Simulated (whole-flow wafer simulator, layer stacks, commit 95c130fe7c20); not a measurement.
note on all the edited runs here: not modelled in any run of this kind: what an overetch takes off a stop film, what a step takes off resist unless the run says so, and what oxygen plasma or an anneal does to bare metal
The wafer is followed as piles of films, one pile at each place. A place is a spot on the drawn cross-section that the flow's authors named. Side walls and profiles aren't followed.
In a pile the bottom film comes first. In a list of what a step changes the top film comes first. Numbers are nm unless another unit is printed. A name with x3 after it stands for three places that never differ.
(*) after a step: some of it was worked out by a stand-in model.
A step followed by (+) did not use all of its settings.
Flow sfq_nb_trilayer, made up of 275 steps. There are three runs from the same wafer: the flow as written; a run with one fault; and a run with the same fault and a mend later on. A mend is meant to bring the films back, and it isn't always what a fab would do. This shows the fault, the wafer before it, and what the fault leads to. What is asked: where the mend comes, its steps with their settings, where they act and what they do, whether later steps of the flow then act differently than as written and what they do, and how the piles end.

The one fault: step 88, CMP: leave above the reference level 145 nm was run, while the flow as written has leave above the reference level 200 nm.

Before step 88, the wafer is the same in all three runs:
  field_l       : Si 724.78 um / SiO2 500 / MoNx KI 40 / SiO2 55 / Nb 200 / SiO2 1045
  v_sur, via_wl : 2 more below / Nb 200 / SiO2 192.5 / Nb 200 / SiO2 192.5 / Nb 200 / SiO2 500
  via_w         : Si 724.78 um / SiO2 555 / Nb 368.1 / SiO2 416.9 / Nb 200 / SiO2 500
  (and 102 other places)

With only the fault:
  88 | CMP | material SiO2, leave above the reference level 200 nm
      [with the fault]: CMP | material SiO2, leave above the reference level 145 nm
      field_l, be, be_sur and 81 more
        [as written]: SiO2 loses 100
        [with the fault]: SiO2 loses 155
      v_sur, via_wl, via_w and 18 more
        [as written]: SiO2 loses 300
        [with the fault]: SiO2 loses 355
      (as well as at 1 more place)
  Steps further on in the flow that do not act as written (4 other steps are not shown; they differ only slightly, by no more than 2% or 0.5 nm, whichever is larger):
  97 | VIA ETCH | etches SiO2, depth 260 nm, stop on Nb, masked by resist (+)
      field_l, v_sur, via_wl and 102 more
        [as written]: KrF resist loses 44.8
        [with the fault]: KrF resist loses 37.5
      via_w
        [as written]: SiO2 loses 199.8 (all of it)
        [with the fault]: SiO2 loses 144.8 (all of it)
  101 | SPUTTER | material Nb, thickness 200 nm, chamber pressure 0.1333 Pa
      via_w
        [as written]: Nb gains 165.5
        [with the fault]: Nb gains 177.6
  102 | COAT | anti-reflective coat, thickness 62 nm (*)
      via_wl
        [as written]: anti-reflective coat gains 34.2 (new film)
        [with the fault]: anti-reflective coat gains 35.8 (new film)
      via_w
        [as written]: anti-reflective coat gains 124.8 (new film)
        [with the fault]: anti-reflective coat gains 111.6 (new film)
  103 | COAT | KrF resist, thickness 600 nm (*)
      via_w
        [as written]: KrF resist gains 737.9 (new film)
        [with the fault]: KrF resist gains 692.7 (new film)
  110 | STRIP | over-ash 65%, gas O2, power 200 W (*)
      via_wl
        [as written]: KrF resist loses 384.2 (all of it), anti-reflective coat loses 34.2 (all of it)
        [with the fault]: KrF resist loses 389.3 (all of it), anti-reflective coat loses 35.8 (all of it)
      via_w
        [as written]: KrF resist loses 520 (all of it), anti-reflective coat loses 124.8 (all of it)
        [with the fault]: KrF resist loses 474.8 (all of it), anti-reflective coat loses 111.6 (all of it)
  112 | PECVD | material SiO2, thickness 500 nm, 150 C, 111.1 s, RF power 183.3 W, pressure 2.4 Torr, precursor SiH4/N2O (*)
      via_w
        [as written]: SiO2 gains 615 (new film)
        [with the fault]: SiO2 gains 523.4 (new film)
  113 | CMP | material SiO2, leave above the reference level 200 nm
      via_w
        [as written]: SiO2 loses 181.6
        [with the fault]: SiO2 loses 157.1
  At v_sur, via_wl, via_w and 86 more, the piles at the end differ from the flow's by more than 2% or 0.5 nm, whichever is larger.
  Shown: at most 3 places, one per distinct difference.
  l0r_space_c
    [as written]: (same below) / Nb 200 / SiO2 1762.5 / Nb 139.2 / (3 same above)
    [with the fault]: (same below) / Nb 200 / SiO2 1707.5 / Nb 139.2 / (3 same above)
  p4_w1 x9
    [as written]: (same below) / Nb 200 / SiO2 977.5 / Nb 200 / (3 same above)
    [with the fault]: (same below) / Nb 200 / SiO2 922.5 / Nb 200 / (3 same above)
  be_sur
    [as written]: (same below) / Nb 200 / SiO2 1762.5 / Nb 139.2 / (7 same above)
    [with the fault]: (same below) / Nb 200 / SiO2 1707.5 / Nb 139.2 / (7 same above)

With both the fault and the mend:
  After step 95 comes the mend.
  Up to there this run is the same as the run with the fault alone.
  95a | STRIP | over-ash 65%, gas O2, power 200 W (*)
      field_l, v_sur, via_wl and 102 more
        KrF resist loses 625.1 (all of it), anti-reflective coat loses 62 (all of it)
      via_w
        anti-reflective coat loses 62 (all of it)
  95b | PECVD | material SiO2, thickness 55 nm, 150 C, 12.22 s, RF power 183.3 W, pressure 2.4 Torr, precursor SiH4/N2O (a further turn of the flow's step 87, with different settings)
      field_l, v_sur, via_wl and 103 more
        SiO2 gains 55
  95c | COAT | anti-reflective coat, thickness 62 nm (a further turn of the flow's step 90)
      field_l, v_sur, via_wl and 103 more
        anti-reflective coat gains 62 (new film)
  95d | COAT | KrF resist, thickness 650 nm (a further turn of the flow's step 91)
      field_l, v_sur, via_wl and 103 more
        KrF resist gains 650 (new film)
  95e | SOFTBAKE | KrF resist (a further turn of the flow's step 92)
      leaves every film unchanged at each place that is followed
  95f | EXPOSE | photomask I2, dose 11.91 mJ/cm2, NA 0.6, wavelength 248 nm (*) (a further turn of the flow's step 93)
      leaves every film unchanged at each place that is followed
  95g | PEB | KrF resist, 90 s (a further turn of the flow's step 94)
      field_l, v_sur, via_wl and 103 more
        KrF resist loses 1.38
  95h | DEVELOP | KrF resist, thickness 650 nm, 60 s (a further turn of the flow's step 95)
      field_l, v_sur, via_wl and 102 more
        KrF resist loses 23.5
      via_w
        KrF resist loses 648.6 (all of it)
  None of the later steps of the flow acts differently than as written at any place that is followed.
  At every place that both follow, the piles at the end match the flow's.
